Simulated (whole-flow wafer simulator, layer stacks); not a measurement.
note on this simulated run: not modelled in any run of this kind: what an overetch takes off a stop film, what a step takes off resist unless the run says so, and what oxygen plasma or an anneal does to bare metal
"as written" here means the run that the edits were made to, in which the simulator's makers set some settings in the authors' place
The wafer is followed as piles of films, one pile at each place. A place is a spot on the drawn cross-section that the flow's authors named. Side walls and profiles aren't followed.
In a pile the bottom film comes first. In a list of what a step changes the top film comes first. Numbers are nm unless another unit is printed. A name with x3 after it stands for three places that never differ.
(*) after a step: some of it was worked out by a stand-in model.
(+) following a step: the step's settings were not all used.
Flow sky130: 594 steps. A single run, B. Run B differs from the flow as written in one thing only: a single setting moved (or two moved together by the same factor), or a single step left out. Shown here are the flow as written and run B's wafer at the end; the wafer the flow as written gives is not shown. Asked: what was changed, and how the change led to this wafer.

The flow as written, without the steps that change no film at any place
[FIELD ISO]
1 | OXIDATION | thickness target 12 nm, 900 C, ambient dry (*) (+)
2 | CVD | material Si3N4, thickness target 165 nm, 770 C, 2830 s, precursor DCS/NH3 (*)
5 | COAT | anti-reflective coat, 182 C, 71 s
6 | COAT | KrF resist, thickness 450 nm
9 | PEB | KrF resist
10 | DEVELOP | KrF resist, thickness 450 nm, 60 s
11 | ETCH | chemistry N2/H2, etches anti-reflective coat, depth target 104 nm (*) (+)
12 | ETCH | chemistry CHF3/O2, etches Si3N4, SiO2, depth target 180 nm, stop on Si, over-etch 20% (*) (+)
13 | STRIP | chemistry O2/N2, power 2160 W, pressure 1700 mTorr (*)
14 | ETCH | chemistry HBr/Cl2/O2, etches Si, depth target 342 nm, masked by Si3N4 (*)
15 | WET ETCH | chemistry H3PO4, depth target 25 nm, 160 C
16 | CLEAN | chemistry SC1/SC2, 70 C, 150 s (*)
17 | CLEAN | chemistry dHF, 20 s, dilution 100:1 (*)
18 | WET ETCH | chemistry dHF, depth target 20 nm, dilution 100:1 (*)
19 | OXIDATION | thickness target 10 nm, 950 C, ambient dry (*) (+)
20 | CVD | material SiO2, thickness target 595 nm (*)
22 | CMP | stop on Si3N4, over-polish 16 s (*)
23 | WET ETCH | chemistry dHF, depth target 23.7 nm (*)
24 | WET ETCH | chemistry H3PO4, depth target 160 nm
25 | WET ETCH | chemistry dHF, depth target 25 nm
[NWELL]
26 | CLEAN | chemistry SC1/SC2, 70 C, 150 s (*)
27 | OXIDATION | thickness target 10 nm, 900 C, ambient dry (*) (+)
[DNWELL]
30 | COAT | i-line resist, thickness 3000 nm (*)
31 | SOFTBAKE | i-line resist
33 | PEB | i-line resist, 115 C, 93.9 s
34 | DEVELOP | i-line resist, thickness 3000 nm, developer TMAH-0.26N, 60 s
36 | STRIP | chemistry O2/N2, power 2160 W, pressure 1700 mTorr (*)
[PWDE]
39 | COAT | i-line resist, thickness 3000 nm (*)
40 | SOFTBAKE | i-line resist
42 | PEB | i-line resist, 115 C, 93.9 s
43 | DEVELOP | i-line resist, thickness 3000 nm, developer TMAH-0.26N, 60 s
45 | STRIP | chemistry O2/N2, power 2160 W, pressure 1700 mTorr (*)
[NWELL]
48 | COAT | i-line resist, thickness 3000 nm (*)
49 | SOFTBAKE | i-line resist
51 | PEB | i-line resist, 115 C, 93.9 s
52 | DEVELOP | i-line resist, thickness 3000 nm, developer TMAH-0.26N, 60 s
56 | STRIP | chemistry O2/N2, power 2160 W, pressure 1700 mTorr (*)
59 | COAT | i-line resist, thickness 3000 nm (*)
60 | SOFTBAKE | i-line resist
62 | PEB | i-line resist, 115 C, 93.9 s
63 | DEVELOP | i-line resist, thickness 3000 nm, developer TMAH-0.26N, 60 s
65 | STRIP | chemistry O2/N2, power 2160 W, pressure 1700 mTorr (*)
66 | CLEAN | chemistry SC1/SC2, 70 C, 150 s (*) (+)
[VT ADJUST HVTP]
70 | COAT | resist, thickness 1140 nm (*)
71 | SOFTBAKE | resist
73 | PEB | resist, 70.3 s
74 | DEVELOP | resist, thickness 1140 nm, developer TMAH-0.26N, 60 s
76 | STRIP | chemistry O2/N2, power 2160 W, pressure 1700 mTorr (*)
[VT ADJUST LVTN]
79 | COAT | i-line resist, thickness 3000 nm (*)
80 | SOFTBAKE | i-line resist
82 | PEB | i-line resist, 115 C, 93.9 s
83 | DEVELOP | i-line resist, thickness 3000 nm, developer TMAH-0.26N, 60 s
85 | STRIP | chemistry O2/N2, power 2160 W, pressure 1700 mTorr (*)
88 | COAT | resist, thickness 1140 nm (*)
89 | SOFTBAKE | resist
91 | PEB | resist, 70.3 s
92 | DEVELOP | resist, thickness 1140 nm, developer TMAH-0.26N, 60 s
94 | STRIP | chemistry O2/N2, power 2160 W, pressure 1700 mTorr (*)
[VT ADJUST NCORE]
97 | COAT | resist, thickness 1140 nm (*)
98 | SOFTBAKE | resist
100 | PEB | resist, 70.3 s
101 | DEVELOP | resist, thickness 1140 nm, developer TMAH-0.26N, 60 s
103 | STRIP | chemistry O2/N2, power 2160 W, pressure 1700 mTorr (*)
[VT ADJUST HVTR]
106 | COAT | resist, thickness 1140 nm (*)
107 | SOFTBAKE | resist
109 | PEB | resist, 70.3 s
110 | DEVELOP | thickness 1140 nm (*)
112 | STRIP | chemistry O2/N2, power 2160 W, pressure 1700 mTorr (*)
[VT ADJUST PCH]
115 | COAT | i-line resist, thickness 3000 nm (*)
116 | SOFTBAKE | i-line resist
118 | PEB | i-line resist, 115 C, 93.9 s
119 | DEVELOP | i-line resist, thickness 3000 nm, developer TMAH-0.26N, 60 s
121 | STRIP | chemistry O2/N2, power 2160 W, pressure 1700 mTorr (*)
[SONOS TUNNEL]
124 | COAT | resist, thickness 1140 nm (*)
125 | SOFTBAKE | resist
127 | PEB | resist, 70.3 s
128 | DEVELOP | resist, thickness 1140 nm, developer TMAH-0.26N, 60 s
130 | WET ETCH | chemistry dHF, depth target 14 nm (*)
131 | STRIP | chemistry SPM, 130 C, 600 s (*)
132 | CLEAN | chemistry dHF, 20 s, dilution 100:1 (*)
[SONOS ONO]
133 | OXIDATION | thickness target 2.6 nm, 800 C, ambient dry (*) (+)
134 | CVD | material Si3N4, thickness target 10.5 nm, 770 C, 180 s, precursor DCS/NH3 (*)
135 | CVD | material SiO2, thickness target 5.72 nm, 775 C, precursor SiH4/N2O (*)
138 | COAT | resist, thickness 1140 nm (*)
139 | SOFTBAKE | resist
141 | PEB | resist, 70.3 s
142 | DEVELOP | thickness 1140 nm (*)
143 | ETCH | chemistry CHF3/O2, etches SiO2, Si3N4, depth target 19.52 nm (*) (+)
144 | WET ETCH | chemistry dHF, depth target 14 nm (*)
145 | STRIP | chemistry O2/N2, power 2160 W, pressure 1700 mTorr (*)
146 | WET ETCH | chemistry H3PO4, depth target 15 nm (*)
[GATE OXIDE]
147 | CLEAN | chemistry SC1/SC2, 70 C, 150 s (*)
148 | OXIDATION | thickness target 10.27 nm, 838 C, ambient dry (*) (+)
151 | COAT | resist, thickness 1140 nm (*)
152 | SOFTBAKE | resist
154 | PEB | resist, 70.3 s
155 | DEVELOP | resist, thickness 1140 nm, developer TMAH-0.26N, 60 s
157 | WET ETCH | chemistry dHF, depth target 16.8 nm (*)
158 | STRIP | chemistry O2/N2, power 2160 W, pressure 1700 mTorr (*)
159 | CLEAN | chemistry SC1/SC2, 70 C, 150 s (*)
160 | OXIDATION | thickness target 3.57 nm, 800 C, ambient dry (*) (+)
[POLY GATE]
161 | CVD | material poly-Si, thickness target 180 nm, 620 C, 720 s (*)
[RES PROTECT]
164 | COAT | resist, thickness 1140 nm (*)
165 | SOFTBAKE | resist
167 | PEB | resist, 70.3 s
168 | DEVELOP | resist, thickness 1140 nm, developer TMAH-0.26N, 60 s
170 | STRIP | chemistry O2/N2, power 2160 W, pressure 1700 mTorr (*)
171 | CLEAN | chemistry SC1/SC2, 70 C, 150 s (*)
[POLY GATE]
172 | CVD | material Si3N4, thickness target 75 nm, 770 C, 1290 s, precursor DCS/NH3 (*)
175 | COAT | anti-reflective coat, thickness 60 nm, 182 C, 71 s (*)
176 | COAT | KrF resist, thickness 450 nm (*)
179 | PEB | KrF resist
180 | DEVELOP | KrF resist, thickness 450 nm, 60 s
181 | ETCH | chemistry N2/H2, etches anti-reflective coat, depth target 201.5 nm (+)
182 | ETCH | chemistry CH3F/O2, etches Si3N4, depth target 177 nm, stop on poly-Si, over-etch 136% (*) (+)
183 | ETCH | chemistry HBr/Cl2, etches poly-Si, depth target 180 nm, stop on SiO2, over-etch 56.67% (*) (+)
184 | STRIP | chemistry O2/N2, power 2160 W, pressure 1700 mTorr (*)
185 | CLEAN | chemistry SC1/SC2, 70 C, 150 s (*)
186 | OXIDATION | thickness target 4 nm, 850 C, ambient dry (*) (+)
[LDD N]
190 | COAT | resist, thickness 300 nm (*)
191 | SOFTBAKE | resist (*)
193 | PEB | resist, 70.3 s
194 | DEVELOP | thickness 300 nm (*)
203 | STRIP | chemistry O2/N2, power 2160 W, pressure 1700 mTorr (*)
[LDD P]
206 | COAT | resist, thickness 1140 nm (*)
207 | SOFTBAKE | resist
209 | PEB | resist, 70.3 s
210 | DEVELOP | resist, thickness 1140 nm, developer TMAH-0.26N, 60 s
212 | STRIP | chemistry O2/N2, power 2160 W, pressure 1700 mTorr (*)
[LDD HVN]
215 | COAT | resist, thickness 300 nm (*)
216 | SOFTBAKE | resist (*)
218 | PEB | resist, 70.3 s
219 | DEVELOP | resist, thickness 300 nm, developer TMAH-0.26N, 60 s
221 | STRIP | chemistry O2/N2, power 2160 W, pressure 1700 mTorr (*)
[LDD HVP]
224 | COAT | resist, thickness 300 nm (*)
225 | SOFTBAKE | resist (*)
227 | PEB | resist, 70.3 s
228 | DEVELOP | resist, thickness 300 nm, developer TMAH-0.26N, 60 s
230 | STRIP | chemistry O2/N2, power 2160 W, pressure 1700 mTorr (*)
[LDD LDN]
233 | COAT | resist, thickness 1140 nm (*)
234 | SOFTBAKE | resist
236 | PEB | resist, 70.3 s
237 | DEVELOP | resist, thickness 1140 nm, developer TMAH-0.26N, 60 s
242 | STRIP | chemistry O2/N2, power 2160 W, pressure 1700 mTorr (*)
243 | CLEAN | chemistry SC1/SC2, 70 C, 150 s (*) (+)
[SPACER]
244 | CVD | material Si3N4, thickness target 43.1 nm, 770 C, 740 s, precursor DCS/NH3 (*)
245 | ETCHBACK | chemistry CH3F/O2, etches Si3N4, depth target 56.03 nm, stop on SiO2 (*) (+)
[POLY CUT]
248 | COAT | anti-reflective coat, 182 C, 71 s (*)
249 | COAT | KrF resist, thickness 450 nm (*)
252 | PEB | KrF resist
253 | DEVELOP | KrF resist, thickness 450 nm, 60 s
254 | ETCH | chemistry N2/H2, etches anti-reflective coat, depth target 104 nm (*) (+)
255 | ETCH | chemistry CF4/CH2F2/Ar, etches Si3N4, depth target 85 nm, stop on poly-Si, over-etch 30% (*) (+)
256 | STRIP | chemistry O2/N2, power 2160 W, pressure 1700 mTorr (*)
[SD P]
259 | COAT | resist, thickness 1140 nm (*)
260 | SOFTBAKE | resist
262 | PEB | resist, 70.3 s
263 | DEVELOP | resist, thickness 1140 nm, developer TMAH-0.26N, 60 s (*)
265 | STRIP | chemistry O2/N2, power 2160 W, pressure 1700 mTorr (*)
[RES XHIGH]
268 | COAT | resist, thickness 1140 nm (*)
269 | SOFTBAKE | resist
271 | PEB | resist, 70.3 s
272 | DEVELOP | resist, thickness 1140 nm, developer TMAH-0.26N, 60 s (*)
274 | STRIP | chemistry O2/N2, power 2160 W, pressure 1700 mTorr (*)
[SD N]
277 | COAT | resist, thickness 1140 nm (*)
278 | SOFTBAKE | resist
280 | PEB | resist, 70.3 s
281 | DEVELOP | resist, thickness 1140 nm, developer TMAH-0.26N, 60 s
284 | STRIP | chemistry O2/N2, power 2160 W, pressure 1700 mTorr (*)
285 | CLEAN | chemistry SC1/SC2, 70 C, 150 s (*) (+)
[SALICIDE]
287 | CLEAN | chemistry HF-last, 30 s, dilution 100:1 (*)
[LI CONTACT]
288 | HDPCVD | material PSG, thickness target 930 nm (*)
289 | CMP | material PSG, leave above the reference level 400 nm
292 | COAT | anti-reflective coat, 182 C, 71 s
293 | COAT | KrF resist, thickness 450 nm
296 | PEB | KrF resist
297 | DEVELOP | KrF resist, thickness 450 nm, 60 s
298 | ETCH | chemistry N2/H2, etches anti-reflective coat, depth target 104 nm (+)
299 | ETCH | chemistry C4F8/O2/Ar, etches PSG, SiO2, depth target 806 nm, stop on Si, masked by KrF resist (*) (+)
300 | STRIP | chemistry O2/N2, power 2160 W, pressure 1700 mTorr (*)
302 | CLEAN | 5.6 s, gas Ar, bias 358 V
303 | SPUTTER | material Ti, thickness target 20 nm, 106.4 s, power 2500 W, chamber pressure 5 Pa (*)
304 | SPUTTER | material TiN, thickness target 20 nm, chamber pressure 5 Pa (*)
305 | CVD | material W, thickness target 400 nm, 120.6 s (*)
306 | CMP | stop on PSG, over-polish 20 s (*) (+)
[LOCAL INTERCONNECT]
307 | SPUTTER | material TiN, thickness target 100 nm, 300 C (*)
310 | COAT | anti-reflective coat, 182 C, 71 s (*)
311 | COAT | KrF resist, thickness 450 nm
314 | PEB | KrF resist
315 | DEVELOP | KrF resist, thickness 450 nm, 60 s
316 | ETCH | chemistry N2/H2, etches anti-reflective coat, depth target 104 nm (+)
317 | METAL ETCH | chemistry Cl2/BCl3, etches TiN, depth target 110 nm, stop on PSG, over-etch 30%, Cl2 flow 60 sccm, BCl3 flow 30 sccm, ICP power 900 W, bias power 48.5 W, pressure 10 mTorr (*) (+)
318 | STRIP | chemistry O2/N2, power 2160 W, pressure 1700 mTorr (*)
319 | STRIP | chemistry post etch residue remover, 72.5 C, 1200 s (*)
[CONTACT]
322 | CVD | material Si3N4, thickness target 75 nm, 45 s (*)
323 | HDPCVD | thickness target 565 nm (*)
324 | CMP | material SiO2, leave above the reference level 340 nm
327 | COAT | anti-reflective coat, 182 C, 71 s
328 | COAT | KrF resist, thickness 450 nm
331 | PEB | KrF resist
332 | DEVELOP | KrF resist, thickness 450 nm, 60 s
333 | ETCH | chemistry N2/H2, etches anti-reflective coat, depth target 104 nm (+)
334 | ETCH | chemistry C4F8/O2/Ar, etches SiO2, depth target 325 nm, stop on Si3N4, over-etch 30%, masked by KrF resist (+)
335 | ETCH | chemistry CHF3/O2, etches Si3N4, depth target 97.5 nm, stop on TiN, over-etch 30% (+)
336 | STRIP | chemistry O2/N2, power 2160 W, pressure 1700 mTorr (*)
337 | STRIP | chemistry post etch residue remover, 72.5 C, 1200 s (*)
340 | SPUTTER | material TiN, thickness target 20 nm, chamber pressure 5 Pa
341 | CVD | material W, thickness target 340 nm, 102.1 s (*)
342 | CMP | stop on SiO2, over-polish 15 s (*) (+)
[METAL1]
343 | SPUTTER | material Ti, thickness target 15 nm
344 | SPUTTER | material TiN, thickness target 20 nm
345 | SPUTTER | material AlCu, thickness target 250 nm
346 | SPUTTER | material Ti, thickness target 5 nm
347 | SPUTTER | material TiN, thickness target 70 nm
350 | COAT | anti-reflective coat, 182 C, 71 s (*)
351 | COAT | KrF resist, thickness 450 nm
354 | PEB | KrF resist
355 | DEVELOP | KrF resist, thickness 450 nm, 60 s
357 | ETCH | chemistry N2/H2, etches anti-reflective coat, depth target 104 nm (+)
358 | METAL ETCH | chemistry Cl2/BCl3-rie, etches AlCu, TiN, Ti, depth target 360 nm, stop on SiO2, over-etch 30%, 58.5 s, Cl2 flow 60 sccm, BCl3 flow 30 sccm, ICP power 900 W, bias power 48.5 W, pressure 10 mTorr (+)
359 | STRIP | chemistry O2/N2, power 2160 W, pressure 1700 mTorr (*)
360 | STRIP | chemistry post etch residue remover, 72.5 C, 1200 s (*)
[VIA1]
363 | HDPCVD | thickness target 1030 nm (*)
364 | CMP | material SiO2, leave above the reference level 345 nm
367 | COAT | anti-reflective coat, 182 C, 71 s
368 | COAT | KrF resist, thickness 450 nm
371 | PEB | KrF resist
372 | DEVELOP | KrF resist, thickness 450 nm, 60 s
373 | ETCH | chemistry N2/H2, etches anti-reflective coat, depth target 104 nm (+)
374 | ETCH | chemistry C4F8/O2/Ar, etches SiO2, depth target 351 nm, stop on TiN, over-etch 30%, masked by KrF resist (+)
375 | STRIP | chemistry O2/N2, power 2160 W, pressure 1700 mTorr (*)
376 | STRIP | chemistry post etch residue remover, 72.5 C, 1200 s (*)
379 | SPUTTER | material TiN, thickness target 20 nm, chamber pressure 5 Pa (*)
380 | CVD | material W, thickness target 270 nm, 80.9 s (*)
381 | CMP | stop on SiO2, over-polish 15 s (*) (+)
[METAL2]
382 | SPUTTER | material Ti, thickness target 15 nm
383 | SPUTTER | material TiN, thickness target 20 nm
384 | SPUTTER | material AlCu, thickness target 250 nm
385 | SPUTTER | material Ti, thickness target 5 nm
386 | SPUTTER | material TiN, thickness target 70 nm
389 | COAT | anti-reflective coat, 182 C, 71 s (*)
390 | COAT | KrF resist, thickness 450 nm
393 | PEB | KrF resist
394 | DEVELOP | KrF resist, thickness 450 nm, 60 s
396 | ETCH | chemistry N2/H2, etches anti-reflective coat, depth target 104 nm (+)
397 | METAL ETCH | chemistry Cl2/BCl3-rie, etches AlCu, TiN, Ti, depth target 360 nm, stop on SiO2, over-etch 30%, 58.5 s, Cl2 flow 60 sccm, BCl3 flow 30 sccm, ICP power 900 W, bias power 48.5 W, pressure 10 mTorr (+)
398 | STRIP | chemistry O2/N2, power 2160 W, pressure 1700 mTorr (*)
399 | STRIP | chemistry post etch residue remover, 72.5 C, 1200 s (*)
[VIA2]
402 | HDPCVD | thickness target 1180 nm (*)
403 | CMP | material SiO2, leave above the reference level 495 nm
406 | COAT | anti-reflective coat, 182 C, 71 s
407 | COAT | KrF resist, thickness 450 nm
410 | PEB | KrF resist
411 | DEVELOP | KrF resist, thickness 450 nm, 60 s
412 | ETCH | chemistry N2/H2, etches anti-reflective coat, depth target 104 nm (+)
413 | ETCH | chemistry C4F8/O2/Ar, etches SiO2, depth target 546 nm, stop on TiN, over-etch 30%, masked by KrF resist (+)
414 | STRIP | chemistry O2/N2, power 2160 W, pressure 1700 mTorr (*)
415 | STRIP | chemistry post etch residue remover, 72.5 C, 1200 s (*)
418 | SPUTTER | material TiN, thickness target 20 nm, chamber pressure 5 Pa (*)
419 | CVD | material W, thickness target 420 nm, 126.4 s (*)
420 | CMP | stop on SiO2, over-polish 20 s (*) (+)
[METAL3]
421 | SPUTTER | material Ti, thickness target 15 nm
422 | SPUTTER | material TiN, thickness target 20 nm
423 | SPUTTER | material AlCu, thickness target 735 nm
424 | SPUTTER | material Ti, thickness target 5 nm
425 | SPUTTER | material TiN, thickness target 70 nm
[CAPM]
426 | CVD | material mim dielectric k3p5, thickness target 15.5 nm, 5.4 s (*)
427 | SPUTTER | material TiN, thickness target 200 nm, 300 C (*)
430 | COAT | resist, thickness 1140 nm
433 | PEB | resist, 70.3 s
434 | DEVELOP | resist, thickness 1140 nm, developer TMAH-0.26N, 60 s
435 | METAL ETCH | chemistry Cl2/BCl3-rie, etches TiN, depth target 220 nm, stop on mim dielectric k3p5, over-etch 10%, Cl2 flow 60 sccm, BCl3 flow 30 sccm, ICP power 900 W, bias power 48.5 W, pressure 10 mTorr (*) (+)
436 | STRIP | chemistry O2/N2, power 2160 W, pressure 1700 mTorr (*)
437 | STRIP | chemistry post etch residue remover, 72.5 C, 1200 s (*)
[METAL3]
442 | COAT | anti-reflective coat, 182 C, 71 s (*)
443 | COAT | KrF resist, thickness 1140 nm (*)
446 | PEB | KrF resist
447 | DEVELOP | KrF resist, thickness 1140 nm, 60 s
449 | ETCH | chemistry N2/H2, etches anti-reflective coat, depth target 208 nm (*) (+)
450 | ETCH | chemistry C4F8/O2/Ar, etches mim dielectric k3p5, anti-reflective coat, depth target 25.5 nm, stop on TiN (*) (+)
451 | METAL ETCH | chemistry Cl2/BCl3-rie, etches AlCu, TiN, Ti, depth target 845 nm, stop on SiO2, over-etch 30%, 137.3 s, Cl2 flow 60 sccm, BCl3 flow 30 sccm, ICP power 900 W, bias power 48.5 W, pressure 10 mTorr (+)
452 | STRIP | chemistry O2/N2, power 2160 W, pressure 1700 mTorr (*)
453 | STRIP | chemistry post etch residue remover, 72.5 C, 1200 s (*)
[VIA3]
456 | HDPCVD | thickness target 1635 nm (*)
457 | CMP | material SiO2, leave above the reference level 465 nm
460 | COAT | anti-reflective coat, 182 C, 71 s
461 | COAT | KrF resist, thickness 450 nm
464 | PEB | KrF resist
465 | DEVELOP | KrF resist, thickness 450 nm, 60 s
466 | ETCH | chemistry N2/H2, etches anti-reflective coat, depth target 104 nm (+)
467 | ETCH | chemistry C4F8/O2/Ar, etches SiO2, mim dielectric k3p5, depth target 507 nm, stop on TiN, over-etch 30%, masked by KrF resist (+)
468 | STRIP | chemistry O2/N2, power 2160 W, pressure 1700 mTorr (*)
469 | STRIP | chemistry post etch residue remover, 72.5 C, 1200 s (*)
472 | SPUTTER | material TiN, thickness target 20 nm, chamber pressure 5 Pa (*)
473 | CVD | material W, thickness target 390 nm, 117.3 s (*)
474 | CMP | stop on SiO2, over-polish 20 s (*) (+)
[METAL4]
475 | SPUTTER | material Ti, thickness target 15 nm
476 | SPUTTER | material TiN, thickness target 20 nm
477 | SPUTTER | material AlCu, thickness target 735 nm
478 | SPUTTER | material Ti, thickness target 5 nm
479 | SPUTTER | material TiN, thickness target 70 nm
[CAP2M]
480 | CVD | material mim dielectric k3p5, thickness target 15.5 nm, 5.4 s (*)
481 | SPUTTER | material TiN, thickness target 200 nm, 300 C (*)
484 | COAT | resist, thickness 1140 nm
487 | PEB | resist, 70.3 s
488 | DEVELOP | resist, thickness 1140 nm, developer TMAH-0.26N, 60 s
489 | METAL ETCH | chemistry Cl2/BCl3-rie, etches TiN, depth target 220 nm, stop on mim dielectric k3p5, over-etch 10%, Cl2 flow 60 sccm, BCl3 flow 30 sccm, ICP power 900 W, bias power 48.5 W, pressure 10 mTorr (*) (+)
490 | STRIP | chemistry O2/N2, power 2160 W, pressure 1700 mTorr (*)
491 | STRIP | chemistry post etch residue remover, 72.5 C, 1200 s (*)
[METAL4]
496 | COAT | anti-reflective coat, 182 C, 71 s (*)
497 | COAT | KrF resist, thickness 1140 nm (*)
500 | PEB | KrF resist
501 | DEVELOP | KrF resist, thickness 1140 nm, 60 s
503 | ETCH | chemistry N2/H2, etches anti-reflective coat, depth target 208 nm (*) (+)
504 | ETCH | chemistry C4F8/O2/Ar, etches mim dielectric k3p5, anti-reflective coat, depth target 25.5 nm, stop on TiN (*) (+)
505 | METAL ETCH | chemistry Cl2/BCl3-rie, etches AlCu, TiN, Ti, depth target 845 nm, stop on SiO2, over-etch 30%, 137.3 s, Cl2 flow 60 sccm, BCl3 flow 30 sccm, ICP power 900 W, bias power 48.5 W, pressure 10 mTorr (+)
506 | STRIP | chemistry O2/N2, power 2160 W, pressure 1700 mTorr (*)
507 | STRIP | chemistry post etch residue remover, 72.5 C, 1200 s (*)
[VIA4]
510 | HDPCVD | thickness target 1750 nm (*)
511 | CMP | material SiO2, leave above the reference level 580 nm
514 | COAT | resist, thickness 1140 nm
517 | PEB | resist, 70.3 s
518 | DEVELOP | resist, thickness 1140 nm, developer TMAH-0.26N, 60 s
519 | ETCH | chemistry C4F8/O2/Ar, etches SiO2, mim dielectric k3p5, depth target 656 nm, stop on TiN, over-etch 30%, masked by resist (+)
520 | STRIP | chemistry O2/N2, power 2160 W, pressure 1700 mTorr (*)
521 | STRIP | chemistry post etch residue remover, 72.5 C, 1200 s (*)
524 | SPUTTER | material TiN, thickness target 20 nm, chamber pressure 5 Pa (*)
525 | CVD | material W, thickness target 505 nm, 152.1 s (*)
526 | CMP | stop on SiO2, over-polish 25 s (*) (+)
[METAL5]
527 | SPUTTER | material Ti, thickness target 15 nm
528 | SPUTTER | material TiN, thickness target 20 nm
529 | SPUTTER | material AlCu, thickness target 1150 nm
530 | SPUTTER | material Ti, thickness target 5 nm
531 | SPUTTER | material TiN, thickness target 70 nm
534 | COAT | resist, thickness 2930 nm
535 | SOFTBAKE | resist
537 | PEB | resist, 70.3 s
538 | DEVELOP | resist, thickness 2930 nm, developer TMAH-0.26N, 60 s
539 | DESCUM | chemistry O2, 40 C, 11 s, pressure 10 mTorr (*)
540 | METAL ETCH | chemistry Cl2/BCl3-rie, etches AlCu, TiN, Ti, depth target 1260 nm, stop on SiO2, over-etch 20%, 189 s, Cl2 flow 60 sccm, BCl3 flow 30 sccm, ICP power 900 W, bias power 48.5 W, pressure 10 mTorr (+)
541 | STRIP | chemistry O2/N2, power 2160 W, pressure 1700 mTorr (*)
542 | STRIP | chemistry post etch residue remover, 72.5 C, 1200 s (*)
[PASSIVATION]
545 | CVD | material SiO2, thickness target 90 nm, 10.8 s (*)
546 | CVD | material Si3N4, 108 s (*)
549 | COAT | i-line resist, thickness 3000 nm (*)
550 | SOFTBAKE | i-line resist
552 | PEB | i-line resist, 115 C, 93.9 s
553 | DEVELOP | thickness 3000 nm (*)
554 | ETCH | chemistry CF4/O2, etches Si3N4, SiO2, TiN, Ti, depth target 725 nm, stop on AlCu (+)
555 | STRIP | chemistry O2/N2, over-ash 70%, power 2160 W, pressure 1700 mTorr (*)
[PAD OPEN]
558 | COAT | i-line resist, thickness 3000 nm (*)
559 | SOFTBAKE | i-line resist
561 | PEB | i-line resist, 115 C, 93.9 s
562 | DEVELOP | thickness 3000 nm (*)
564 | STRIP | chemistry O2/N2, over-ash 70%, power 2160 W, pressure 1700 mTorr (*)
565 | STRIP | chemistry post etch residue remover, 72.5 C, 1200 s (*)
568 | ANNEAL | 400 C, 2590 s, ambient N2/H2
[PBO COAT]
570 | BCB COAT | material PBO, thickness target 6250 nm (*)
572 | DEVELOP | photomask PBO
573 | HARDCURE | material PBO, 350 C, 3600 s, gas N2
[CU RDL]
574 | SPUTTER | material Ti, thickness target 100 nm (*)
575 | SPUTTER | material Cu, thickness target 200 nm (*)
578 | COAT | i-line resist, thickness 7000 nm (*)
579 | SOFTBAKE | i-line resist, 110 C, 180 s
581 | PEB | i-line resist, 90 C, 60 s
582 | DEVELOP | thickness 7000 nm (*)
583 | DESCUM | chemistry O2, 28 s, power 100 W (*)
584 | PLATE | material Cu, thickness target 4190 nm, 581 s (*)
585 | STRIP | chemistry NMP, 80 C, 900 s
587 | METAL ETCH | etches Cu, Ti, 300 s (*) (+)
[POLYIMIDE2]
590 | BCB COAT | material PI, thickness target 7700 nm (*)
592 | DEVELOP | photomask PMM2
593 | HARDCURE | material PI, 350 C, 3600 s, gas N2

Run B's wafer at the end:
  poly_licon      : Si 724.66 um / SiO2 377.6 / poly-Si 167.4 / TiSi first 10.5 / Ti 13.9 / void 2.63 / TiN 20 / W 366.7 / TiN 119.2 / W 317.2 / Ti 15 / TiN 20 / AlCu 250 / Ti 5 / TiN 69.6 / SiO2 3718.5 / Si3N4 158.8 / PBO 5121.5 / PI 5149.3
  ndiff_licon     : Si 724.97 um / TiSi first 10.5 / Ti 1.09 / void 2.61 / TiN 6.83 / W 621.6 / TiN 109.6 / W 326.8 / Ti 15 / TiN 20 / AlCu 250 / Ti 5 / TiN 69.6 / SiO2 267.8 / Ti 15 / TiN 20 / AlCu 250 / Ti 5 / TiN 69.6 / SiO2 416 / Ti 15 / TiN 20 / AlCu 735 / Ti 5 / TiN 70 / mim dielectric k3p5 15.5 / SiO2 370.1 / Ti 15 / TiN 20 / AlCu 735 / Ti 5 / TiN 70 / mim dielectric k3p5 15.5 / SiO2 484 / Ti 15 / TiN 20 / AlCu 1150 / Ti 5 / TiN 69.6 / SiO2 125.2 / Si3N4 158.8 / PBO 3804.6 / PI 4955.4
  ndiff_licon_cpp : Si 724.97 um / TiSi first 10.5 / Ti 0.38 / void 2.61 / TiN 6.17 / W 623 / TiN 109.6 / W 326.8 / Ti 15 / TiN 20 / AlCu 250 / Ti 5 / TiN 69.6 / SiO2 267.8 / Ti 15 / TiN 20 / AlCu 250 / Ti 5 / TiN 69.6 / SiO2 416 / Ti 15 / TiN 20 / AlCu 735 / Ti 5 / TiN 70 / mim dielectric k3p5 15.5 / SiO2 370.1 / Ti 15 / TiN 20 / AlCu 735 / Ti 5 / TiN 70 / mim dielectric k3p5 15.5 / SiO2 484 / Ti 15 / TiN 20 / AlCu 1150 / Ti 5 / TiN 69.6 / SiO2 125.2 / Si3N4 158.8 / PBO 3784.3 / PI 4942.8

What caused this: step 568, ANNEAL: 420 C was run, whereas the flow has 400 C.

How this came from the change, step by step:
  568 | ANNEAL | 400 C, 2590 s, ambient N2/H2
      poly_licon, rpo_hd_licon: under 11 films: +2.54 void (new film), -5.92 Ti, +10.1 TiSi first (new film), -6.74 poly-Si (in the flow as written it would be: under 11 films: +1.65 void (new film), -3.85 Ti, +6.58 TiSi first (new film), -4.38 poly-Si)
      ndiff_licon, ndiff_licon_cpp: under 37 films: +2.51 void (new film), -5.92 Ti, +10.1 TiSi first (new film), -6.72 Si (in the flow as written it would be: under 37 films: +1.63 void (new film), -3.85 Ti, +6.58 TiSi first (new film), -4.36 Si)
